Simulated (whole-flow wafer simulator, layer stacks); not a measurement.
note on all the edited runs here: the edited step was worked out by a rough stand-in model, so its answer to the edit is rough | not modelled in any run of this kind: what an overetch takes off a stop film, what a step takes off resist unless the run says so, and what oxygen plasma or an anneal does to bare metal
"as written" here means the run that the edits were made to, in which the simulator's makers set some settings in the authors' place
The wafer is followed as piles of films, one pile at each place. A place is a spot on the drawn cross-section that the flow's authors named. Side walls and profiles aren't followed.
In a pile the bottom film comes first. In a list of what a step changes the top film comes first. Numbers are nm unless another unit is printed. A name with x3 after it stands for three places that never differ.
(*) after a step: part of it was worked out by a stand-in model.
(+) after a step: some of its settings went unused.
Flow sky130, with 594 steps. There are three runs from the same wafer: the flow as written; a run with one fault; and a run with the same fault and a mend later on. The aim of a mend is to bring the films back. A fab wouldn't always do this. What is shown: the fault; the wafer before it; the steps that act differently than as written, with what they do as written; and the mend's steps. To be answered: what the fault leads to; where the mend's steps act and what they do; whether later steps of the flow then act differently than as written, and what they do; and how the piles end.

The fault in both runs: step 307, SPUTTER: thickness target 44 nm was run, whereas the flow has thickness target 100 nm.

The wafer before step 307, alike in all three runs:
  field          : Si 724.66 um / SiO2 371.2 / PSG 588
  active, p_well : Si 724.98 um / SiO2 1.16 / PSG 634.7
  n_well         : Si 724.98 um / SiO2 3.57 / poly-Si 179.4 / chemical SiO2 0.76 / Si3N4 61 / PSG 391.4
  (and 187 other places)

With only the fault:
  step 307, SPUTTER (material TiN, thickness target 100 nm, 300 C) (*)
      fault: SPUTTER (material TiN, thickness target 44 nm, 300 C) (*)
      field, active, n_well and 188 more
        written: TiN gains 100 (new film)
        fault: TiN gains 44 (new film)
  Steps later in the flow that act otherwise than as written (not shown: 1 more step that differs only slightly, by at most 2% or 0.5 nm, whichever is larger):
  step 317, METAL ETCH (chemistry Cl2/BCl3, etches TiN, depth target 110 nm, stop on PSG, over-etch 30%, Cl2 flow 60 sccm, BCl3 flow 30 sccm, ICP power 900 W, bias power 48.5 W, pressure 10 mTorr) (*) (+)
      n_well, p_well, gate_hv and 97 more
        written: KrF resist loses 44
        fault: KrF resist loses 22.2
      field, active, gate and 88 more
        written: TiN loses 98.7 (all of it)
        fault: TiN loses 42.7 (all of it)
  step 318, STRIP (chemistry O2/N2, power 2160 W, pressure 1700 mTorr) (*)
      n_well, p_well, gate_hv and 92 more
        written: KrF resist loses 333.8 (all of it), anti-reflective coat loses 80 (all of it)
        fault: KrF resist loses 355.6 (all of it), anti-reflective coat loses 80 (all of it)
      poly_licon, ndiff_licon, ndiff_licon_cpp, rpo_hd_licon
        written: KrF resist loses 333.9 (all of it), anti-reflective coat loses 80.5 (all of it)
        fault: KrF resist loses 355.7 (all of it), anti-reflective coat loses 80.5 (all of it)
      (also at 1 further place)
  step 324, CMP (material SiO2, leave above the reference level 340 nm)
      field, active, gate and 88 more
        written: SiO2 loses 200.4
        fault: SiO2 loses 256.4
  The piles end different from the flow's at n_well, p_well, gate_hv and 118 more by more than 2% or 0.5 nm, whichever is larger.
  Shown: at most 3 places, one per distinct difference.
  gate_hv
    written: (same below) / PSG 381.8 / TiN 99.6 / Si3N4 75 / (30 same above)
    fault: (same below) / PSG 381.8 / TiN 43.6 / Si3N4 75 / (30 same above)
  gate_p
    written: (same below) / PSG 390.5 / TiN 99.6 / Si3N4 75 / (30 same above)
    fault: (same below) / PSG 390.5 / TiN 43.6 / Si3N4 75 / (30 same above)
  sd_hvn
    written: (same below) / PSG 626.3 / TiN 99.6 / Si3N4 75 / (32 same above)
    fault: (same below) / PSG 626.3 / TiN 43.6 / Si3N4 75 / (32 same above)

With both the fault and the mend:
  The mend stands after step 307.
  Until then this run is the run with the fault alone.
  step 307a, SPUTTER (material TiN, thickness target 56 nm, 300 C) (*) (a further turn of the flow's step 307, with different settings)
      field, active, n_well and 188 more
        TiN gains 56
  None of the later steps of the flow differs from how it acts as written, at any place that is followed, by more than 2% or 0.5 nm, whichever is larger.
  At every place that both follow, the piles at the end match the flow's.
